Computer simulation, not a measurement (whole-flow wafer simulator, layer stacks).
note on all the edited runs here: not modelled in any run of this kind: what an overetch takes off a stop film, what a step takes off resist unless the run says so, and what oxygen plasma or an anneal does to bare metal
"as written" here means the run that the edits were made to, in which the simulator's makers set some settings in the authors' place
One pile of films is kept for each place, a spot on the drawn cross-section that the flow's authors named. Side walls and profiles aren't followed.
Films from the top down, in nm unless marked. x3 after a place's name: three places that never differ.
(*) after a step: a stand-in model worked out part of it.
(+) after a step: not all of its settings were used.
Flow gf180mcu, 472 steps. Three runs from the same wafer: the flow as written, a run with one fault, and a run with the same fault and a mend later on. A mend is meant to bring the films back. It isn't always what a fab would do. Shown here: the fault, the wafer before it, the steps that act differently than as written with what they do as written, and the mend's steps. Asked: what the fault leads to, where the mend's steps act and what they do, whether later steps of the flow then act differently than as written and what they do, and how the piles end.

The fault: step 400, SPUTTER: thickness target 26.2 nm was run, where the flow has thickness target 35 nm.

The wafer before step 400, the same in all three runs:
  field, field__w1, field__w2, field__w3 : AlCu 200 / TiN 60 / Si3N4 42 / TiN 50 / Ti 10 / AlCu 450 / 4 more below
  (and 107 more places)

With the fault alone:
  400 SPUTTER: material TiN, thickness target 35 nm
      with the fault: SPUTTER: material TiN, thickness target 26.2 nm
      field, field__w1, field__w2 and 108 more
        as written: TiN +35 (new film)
        with the fault: TiN +26.2 (new film)
  Later steps of the flow that act differently than as written (9 more steps differ only slightly, by at most 2% or 0.5 nm, whichever is larger, and aren't shown):
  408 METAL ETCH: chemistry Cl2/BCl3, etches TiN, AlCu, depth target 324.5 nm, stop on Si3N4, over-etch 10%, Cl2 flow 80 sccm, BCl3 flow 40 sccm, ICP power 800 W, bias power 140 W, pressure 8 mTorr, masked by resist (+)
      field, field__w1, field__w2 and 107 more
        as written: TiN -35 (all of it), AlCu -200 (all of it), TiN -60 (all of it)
        with the fault: TiN -26.2 (all of it), AlCu -200 (all of it), TiN -60 (all of it)
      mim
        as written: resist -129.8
        with the fault: resist -125.9
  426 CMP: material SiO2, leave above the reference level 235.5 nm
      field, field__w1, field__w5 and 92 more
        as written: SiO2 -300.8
        with the fault: SiO2 -309.6
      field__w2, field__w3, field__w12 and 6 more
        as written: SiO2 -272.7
        with the fault: SiO2 -281.5
  At the end the piles differ from the flow's by more than 2% or 0.5 nm, whichever is larger, at mim.
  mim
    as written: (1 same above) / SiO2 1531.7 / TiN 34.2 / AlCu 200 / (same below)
    with the fault: (1 same above) / SiO2 1531.7 / TiN 25.4 / AlCu 200 / (same below)

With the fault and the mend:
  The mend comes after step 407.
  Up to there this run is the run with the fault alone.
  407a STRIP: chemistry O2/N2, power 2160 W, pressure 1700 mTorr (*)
      mim
        resist -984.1 (all of it)
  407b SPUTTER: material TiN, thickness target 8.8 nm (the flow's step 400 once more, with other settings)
      field, field__w1, field__w2 and 108 more
        TiN +8.8
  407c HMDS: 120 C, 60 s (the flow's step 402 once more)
      changes no film at any place that is followed
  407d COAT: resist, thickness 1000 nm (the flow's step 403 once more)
      field, field__w1, field__w2 and 108 more
        resist +1000 (new film)
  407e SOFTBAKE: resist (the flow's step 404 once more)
      changes no film at any place that is followed
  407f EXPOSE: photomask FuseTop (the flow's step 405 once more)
      changes no film at any place that is followed
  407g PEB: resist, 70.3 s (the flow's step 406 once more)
      field, field__w1, field__w2 and 108 more
        resist -15.9
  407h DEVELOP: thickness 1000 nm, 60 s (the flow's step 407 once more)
      field, field__w1, field__w2 and 107 more
        resist -984.1 (all of it)
  No later step of the flow acts differently than as written at any place that is followed.
  At the end the piles are the same as the flow's at every place that both follow.
